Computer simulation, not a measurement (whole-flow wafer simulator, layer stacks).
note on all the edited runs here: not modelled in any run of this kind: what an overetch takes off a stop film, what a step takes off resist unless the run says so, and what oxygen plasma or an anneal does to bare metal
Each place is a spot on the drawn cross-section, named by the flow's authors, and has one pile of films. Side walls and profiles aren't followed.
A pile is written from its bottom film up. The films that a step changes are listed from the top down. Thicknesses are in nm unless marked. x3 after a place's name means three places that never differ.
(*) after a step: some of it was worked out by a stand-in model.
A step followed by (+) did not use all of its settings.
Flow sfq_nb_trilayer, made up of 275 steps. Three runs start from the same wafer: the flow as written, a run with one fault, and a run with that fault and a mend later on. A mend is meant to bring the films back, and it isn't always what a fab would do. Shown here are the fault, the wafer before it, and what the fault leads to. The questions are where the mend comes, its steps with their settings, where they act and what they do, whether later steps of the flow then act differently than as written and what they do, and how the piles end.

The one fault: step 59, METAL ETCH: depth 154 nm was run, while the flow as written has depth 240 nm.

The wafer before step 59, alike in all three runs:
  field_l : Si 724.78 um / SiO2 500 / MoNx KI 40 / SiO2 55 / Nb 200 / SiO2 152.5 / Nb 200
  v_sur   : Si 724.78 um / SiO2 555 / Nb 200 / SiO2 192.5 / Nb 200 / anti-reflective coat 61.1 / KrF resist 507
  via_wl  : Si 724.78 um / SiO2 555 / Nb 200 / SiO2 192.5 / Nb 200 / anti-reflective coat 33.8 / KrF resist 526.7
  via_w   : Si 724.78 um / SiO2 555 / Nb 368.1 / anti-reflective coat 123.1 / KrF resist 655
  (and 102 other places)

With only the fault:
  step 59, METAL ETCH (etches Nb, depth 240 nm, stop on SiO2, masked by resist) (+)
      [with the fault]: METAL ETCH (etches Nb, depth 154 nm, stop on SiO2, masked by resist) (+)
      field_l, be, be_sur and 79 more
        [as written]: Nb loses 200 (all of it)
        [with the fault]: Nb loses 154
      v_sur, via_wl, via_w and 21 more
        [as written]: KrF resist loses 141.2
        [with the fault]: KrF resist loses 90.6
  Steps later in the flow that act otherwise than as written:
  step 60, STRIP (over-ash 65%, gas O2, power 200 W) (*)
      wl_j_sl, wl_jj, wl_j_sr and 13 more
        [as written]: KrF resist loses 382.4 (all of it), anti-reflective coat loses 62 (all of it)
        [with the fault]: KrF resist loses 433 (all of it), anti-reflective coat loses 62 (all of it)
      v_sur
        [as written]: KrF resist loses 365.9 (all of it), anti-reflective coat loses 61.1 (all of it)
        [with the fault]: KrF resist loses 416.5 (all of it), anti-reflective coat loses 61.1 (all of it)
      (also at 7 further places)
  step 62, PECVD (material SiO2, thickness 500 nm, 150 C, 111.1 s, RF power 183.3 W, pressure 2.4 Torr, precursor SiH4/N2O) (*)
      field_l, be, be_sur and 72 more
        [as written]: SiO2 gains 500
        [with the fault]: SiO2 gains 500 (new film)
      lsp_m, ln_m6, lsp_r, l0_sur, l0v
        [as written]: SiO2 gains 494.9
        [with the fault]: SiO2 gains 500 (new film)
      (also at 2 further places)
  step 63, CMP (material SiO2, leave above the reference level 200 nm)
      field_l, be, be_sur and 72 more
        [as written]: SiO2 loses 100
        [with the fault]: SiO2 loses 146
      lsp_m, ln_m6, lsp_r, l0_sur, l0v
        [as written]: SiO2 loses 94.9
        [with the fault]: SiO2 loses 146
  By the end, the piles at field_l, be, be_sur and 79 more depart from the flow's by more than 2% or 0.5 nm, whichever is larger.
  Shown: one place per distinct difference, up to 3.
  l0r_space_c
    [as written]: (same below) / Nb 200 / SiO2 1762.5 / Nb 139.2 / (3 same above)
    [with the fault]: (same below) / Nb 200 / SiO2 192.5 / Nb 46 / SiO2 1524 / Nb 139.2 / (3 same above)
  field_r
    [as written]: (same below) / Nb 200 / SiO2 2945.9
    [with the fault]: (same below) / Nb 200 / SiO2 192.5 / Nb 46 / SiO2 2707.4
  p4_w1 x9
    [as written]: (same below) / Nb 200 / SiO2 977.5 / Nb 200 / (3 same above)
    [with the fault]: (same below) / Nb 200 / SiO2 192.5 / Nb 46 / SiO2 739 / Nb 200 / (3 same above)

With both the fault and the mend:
  After step 59 comes the mend.
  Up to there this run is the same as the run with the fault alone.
  step 59a, METAL ETCH (etches Nb, depth 86 nm, stop on SiO2, masked by resist) (+) (the flow's step 59 again, with other settings)
      field_l, be, be_sur and 79 more
        Nb loses 46 (all of it)
      v_sur, via_wl, via_w and 21 more
        KrF resist loses 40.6
  Steps later in the flow that act otherwise than as written:
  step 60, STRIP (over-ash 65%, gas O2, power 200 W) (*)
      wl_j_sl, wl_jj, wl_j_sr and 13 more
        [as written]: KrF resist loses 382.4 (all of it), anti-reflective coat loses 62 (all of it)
        [with the mend]: KrF resist loses 392.4 (all of it), anti-reflective coat loses 62 (all of it)
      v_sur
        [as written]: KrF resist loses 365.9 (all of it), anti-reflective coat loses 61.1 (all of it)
        [with the mend]: KrF resist loses 375.9 (all of it), anti-reflective coat loses 61.1 (all of it)
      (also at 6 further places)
  The piles end the same as the flow's at every place that both follow.
